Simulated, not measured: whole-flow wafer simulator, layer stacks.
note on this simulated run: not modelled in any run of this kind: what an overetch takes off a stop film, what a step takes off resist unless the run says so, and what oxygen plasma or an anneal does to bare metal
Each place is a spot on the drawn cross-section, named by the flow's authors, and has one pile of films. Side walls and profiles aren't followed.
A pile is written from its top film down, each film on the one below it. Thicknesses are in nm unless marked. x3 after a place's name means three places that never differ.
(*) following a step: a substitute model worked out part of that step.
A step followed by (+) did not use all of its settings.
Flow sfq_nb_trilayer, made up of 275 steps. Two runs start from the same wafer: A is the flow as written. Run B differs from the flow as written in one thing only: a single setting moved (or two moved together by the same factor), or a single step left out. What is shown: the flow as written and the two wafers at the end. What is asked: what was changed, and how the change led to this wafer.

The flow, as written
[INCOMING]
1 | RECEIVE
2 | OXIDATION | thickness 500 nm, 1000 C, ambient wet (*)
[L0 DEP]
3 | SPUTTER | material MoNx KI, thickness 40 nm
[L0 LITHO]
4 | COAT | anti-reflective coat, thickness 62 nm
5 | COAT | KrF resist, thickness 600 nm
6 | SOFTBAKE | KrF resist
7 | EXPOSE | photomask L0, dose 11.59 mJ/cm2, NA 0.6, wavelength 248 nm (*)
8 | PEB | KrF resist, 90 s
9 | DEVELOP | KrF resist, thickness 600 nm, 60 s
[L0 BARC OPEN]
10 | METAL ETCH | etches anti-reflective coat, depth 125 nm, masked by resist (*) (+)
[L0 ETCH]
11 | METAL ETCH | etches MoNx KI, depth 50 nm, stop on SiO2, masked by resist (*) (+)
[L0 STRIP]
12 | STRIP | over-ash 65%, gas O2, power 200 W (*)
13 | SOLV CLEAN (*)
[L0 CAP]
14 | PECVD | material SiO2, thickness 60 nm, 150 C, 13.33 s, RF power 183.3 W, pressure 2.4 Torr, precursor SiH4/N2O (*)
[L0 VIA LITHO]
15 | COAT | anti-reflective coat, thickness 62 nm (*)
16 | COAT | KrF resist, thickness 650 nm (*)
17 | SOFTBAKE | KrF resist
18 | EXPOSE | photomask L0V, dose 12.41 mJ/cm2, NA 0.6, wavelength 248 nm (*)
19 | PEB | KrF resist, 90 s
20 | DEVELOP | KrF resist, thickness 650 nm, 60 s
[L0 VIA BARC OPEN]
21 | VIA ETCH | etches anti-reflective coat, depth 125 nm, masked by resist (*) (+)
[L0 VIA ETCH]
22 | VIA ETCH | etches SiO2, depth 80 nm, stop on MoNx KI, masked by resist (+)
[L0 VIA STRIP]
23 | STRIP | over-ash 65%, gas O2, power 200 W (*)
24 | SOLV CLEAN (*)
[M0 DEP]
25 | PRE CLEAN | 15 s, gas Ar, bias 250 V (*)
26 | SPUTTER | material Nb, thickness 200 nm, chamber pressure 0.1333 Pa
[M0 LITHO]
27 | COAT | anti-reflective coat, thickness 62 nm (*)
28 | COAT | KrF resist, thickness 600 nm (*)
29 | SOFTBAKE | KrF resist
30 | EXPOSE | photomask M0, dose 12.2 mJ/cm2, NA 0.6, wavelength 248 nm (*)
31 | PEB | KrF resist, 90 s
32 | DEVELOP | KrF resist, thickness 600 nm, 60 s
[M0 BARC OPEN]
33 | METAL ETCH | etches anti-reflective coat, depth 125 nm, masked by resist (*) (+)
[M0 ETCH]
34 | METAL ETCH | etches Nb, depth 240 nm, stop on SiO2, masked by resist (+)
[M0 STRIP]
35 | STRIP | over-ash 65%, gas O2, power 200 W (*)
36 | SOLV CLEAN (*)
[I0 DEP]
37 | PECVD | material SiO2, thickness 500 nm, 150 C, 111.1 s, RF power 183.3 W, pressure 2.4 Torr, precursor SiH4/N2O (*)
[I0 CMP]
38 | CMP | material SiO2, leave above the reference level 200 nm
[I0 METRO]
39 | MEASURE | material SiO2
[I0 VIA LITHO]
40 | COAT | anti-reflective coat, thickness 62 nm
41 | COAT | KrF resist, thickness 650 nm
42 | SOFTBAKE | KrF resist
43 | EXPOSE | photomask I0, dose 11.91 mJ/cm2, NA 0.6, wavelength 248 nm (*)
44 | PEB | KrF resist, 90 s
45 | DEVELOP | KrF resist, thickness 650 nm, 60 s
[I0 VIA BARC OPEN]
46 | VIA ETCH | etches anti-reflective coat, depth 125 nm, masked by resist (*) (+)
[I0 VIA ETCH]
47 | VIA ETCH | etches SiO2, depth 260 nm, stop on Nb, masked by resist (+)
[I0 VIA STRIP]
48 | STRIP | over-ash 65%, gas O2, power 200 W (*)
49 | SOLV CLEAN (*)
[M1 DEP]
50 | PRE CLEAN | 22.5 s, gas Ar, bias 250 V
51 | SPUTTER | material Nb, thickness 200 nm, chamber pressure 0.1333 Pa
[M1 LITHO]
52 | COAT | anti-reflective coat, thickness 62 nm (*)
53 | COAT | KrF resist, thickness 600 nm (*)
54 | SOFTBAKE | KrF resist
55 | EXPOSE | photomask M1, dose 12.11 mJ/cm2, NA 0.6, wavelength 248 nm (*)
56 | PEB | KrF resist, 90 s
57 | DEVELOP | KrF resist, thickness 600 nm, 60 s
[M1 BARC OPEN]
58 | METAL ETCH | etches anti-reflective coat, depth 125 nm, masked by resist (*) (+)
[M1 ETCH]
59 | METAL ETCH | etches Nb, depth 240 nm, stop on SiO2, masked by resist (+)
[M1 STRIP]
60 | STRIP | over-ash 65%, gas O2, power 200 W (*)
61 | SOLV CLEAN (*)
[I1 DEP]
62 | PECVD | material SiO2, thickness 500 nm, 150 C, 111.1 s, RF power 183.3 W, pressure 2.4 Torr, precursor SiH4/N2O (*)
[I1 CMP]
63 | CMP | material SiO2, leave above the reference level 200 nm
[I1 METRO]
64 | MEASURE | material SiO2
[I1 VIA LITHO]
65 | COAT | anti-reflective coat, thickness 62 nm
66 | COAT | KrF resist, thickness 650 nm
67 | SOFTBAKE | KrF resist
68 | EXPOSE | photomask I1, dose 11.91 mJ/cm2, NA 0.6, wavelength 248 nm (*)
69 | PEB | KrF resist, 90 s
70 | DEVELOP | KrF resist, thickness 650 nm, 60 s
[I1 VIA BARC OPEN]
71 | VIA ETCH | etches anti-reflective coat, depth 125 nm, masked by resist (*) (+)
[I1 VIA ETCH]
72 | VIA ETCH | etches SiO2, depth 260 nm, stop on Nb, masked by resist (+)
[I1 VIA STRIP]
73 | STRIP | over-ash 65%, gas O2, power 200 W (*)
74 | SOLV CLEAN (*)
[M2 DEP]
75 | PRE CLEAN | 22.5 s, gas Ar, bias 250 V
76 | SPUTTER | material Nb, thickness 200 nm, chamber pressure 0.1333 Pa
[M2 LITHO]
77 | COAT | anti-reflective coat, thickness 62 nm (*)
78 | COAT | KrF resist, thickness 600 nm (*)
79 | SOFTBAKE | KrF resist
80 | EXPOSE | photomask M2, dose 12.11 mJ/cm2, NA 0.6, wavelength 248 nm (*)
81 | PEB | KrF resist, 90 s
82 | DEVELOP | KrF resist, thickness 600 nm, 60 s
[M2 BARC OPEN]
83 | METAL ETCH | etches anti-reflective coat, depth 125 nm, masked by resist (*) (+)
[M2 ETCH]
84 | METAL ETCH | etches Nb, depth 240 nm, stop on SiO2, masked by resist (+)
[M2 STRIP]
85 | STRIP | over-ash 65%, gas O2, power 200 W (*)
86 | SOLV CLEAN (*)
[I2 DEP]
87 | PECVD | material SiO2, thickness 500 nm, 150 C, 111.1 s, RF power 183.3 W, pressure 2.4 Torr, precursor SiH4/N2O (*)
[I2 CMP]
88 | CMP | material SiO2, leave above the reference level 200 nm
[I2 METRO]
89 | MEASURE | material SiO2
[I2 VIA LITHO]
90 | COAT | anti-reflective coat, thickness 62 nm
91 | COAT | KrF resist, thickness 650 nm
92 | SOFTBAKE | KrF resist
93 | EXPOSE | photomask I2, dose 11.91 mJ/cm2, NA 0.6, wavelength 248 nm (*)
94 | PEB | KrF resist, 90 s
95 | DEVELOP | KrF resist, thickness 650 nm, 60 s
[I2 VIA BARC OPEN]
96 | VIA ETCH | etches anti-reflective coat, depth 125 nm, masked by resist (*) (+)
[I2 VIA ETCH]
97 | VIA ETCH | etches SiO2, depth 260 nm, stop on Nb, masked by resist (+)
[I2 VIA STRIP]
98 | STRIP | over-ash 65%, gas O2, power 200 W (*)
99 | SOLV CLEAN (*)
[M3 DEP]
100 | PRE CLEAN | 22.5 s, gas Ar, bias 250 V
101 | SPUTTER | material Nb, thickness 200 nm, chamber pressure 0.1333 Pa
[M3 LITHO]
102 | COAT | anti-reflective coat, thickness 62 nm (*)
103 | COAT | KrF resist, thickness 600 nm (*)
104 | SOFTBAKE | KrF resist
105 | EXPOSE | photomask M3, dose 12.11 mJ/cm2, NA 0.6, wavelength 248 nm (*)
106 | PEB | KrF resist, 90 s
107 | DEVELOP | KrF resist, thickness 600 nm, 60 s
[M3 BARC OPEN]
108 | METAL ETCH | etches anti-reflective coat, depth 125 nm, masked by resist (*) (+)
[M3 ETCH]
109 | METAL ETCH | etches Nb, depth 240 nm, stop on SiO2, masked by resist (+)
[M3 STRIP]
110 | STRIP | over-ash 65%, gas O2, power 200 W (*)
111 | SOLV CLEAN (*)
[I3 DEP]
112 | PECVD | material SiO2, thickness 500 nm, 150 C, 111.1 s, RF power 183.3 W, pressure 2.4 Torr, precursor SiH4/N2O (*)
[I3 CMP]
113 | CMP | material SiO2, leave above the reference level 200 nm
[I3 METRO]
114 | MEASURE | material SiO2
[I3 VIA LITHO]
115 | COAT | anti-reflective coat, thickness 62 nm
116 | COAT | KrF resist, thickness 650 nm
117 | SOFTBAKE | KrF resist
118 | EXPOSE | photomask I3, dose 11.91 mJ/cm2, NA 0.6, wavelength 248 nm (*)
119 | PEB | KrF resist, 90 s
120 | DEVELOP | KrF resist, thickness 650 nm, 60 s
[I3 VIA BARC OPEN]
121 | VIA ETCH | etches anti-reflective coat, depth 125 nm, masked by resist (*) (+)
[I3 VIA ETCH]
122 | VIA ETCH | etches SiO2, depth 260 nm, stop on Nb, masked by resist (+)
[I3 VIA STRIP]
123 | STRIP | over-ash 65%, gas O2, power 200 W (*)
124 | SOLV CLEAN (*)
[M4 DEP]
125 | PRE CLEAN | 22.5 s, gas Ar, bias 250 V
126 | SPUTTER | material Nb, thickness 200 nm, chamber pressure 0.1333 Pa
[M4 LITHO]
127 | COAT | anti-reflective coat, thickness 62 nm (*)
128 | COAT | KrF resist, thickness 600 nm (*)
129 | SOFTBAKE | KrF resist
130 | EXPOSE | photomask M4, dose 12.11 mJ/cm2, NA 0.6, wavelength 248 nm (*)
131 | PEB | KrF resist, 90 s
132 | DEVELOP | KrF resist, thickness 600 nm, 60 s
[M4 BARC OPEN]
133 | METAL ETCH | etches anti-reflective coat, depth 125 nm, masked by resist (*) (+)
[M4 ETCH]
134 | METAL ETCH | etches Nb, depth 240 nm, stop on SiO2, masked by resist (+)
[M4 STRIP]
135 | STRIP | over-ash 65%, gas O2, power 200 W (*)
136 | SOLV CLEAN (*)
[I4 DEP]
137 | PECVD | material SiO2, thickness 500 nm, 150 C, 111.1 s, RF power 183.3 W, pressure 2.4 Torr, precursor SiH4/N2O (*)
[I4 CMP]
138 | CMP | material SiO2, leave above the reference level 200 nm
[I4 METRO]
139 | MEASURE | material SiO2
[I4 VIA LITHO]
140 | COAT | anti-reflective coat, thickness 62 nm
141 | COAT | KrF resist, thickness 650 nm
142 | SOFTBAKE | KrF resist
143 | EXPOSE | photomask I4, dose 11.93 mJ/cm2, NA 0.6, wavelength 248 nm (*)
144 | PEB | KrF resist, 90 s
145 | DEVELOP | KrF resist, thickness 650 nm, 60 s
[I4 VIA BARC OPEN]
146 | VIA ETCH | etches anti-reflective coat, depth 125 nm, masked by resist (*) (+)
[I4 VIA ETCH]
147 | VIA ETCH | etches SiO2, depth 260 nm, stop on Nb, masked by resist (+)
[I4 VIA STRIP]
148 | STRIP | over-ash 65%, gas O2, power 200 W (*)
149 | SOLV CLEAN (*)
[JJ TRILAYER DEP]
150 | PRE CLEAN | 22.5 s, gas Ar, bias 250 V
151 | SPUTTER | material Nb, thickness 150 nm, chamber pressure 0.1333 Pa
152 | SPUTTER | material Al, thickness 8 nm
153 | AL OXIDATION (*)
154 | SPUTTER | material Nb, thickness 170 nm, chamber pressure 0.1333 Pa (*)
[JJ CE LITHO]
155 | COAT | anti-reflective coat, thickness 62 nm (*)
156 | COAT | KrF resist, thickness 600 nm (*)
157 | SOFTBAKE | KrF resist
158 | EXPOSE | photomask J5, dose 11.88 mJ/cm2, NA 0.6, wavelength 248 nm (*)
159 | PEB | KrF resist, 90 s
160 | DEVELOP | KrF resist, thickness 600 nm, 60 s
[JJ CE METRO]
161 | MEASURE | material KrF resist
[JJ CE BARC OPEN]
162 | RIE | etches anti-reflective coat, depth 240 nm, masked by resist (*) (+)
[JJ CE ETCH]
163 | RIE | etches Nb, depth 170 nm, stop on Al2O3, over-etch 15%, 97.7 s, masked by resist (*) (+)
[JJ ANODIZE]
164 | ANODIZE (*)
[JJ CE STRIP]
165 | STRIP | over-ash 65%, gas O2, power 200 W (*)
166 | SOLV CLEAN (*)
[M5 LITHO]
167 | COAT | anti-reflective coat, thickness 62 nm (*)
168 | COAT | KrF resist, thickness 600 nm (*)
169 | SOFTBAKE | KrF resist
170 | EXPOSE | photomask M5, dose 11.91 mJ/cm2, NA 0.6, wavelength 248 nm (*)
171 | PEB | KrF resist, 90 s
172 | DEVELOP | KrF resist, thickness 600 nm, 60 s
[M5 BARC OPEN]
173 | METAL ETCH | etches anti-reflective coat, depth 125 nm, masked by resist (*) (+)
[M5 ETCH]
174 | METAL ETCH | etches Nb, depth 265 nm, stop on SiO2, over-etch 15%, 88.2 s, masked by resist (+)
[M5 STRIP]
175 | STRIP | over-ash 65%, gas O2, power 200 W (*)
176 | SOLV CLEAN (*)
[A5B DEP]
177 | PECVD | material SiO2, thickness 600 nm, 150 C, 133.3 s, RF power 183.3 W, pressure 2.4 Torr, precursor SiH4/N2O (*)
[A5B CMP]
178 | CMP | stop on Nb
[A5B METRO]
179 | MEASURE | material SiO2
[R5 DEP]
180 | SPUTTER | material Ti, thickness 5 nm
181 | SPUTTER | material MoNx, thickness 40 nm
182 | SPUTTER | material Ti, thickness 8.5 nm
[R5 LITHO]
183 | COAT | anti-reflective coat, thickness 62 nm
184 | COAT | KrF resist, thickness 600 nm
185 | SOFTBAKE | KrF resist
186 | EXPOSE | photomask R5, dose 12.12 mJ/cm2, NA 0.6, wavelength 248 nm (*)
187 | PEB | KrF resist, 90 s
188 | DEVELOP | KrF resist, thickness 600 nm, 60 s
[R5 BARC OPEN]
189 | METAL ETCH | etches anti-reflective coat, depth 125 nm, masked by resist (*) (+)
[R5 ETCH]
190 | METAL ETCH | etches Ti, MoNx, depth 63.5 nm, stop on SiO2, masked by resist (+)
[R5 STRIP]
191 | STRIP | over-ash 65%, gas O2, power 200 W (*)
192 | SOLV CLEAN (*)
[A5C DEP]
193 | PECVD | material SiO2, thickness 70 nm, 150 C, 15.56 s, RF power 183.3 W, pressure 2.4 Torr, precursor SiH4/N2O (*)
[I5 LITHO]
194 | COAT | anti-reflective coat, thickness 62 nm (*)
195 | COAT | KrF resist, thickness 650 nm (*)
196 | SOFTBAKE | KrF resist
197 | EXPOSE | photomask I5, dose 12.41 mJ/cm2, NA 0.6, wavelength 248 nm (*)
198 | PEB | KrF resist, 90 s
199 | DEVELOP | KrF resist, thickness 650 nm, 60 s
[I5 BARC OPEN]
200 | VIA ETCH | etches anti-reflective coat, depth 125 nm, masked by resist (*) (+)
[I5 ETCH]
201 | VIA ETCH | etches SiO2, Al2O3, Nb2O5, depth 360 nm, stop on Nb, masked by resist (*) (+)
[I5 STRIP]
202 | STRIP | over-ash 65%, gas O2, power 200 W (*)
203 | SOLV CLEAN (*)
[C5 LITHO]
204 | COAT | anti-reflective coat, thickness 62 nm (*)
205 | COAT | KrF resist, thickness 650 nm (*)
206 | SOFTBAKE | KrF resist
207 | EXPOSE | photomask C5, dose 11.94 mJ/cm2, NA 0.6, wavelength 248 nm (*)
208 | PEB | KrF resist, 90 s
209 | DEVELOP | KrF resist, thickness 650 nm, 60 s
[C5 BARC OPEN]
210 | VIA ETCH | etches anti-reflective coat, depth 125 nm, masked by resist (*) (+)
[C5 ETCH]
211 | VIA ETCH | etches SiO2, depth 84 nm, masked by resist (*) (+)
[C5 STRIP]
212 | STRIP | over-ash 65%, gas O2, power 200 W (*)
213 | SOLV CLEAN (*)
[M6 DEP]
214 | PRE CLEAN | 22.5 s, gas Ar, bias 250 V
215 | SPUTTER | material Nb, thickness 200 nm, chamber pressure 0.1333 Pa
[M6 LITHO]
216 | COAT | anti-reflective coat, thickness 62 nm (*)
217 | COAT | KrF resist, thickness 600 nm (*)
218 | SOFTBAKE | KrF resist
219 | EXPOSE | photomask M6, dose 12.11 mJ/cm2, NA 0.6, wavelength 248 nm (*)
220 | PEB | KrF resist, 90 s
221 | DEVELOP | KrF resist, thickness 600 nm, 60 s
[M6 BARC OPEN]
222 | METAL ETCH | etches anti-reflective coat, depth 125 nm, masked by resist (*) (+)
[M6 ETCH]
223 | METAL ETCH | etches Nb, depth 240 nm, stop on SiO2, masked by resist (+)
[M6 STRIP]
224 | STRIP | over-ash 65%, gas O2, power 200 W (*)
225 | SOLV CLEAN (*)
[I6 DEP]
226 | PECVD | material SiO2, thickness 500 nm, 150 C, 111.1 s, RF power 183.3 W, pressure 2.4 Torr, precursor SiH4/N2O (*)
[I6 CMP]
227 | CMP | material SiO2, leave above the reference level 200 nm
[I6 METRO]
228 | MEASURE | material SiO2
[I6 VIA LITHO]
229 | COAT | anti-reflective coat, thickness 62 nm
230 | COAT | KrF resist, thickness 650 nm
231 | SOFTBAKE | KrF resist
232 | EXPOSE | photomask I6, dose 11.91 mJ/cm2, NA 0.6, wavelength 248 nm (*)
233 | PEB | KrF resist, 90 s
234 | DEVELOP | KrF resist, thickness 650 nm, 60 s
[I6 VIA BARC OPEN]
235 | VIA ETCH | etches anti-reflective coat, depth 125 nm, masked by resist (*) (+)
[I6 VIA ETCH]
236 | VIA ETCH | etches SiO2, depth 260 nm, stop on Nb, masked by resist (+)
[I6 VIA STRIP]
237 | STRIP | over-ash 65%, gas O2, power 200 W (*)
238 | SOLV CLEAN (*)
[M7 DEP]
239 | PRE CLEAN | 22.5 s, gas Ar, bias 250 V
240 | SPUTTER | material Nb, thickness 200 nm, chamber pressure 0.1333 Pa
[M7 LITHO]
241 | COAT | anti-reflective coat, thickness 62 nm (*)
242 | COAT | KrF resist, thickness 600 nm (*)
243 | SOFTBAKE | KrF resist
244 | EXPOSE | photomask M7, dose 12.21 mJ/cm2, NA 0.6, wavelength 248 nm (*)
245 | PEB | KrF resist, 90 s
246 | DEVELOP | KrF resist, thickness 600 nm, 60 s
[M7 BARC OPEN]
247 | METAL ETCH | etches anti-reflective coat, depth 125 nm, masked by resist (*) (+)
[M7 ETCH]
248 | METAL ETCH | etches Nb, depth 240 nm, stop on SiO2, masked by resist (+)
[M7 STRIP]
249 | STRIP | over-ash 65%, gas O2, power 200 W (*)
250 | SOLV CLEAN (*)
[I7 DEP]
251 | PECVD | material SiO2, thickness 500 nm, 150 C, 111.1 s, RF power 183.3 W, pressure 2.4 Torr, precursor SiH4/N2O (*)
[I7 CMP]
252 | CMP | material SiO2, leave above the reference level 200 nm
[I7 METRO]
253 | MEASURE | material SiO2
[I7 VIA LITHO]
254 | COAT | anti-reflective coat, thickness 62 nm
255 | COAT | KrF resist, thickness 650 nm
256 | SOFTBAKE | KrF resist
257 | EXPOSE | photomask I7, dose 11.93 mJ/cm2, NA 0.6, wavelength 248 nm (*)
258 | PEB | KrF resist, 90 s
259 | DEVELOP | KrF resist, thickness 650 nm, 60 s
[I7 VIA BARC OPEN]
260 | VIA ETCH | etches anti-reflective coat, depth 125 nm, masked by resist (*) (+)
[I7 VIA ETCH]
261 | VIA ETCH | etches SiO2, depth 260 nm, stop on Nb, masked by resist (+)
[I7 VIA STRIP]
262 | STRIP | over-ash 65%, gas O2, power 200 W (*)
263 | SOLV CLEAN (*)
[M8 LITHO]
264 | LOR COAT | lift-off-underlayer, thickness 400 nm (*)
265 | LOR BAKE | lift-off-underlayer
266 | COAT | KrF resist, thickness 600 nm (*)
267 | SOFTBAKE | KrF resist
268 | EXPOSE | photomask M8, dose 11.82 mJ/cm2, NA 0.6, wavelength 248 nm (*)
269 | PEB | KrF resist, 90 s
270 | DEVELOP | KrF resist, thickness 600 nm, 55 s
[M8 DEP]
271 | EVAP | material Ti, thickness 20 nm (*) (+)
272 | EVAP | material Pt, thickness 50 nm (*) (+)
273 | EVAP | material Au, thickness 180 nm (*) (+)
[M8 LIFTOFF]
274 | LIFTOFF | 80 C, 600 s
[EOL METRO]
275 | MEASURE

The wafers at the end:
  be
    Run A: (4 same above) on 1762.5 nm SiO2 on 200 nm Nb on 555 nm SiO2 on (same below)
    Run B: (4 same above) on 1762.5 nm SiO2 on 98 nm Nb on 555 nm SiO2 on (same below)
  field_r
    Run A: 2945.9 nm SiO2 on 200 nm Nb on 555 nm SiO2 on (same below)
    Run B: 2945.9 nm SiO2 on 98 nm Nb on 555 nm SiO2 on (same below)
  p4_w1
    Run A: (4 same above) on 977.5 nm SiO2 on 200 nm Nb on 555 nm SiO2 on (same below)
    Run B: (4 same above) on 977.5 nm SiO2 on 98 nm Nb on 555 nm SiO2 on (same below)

Cause: step 26, SPUTTER: thickness 98 nm was run, whereas the flow has thickness 200 nm.
The wafer itself shows it: be has Nb 98, and step 26 as written asks for 200 nm.

How this came from the change, step by step:
  26 | SPUTTER | material Nb, thickness 200 nm, chamber pressure 0.1333 Pa
      field_l, via_wl, via_w and 100 more: A +200 Nb (new film) | B +98 Nb (new film)
      v_sur: A +200 Nb (new film) | B +94.6 Nb (new film)
      (and at 2 other places as well)
  27 | COAT | anti-reflective coat, thickness 62 nm (*)
      v_sur: A +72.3 anti-reflective coat (new film) | B +74 anti-reflective coat (new film)
  34 | METAL ETCH | etches Nb, depth 240 nm, stop on SiO2, masked by resist (+)
      field_l, v_sur, via_wl and 100 more: A -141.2 KrF resist | B -86.5 KrF resist
      moat, m0r_space_l, m0r_space_r: A -200 Nb (all of it) | B -98 Nb (all of it)
  35 | STRIP | over-ash 65%, gas O2, power 200 W (*)
      p4_fl, p4_fm, p4_w1 and 68 more: A -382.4 KrF resist (all of it), -62 anti-reflective coat (all of it) | B -437.1 KrF resist (all of it), -62 anti-reflective coat (all of it)
      ce_r, sp_r, be_r, r_sur: A -389 KrF resist (all of it), -63.6 anti-reflective coat (all of it) | B -443.6 KrF resist (all of it), -63.6 anti-reflective coat (all of it)
      (and at 28 other places as well)
  37 | PECVD | material SiO2, thickness 500 nm, 150 C, 111.1 s, RF power 183.3 W, pressure 2.4 Torr, precursor SiH4/N2O (*)
      moat, m0r_space_l, m0r_space_r: A +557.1 SiO2 | B +500 SiO2
  38 | CMP | material SiO2, leave above the reference level 200 nm
      moat, m0r_space_l, m0r_space_r: A -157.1 SiO2 | B -202 SiO2
